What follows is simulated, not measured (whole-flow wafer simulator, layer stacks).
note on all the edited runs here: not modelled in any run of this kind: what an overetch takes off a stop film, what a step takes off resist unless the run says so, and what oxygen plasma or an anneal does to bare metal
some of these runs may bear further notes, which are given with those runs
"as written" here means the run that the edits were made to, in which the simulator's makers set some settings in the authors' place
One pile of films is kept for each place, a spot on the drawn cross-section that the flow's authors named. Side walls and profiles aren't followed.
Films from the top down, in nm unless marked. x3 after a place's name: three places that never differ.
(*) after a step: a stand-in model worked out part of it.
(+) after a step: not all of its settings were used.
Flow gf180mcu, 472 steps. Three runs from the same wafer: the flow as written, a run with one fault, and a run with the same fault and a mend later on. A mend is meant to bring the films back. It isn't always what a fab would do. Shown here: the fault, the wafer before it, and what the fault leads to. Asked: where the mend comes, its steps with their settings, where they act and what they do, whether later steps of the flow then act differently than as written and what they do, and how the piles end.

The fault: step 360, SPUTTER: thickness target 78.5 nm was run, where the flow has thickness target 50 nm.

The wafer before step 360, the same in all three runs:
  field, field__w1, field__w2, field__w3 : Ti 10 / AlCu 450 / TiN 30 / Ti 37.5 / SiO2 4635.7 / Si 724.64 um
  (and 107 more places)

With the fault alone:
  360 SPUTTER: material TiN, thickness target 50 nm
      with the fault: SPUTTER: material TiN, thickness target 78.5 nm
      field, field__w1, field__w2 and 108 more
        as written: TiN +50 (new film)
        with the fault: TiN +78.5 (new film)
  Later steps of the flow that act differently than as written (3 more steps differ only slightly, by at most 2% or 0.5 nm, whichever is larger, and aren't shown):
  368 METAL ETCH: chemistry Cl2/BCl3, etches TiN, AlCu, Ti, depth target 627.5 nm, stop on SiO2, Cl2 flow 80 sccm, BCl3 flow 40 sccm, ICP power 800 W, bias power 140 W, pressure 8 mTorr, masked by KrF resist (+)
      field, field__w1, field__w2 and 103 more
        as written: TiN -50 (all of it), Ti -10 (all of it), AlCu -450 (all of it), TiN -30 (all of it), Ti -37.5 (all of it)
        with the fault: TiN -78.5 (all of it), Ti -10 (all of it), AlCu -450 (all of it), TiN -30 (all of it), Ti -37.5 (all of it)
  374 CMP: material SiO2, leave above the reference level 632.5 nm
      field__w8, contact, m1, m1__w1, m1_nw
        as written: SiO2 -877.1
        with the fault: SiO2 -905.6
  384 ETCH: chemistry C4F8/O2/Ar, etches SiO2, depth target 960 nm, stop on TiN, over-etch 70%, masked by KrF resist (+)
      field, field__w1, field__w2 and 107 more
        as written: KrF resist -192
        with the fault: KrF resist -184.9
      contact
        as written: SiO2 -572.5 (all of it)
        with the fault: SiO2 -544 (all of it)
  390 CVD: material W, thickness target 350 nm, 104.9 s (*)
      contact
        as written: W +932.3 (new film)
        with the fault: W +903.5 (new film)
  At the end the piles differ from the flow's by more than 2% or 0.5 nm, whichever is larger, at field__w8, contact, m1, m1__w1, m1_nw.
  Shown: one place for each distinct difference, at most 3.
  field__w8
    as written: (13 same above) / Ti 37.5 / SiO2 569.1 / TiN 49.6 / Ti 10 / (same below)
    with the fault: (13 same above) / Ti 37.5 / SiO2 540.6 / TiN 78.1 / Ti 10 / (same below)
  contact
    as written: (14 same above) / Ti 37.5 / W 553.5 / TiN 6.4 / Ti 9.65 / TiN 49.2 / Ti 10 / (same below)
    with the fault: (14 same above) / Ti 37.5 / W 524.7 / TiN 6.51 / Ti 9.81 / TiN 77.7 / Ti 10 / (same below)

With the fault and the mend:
  The mend comes after step 360.
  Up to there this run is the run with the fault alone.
  360a METAL ETCH: chemistry Cl2/BCl3, etches TiN, AlCu, Ti, depth target 28.5 nm, Cl2 flow 80 sccm, BCl3 flow 40 sccm, ICP power 800 W, bias power 140 W, pressure 8 mTorr (the flow's step 260 once more, with other settings)
      field, field__w1, field__w2 and 108 more
        TiN -28.5
  No later step of the flow acts differently than as written at any place that is followed.
  At the end the piles are the same as the flow's at every place that both follow.
